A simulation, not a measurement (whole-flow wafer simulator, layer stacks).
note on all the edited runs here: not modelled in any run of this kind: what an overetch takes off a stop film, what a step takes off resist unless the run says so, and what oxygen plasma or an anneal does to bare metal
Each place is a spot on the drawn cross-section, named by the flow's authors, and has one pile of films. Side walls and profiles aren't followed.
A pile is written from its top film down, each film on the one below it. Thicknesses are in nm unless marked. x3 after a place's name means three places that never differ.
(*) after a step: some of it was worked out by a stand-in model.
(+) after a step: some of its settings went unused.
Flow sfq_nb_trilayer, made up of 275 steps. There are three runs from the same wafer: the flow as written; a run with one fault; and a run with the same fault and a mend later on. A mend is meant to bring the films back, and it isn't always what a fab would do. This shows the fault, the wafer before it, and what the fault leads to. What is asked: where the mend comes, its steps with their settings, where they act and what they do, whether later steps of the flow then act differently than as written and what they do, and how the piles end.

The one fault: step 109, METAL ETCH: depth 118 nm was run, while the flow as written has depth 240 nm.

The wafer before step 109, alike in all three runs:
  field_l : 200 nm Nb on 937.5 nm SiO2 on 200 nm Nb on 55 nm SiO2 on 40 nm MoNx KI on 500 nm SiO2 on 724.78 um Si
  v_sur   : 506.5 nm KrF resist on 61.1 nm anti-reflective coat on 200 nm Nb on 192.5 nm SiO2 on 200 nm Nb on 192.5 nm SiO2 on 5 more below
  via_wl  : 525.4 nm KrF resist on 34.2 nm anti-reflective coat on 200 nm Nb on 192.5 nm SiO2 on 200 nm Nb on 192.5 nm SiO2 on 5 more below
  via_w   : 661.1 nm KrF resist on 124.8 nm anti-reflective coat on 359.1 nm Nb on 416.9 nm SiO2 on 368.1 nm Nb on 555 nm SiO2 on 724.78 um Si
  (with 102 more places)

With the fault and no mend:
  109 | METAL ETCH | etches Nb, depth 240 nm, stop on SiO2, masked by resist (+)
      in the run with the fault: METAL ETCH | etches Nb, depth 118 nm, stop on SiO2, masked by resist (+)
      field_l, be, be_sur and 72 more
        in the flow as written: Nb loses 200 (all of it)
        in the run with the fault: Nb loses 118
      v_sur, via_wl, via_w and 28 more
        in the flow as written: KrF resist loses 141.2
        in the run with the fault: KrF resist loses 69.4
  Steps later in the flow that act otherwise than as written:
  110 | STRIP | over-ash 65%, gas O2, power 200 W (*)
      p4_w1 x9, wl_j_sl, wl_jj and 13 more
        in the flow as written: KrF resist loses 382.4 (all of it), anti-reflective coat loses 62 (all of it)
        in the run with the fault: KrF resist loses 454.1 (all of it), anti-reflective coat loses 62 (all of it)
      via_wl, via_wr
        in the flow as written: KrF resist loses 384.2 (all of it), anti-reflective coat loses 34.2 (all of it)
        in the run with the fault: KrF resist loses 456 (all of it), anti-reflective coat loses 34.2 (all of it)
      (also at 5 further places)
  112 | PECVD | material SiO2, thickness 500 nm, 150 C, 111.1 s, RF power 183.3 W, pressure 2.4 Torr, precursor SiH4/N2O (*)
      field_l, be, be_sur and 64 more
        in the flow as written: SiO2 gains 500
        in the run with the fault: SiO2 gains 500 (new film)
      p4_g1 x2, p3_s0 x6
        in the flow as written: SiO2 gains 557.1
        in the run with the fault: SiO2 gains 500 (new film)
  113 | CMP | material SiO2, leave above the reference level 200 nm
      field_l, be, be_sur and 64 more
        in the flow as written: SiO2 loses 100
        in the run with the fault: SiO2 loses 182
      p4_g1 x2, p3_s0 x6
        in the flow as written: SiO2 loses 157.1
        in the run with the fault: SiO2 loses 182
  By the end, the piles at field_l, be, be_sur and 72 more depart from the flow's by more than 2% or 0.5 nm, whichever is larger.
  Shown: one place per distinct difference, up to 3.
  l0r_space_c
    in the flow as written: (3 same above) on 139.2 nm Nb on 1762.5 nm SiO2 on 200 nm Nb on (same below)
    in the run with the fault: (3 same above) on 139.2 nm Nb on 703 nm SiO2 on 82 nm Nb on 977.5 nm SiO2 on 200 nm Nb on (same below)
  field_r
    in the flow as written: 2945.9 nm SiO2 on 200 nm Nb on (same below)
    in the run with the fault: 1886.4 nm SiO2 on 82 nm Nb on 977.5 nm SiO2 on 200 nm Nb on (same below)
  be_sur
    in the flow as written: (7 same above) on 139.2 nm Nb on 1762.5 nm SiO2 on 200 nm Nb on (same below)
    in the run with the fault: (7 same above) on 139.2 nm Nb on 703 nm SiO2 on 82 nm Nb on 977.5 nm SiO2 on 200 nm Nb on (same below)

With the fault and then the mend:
  After step 109 comes the mend.
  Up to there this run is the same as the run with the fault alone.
  109a | METAL ETCH | etches Nb, depth 122 nm, stop on SiO2, masked by resist (+) (a further turn of the flow's step 109, with different settings)
      field_l, be, be_sur and 72 more
        Nb loses 82 (all of it)
      v_sur, via_wl, via_w and 28 more
        KrF resist loses 71.8
  Later steps of the flow that are run all act as written at every place that is followed.
  By the end, the piles equal the flow's at every place that both follow.
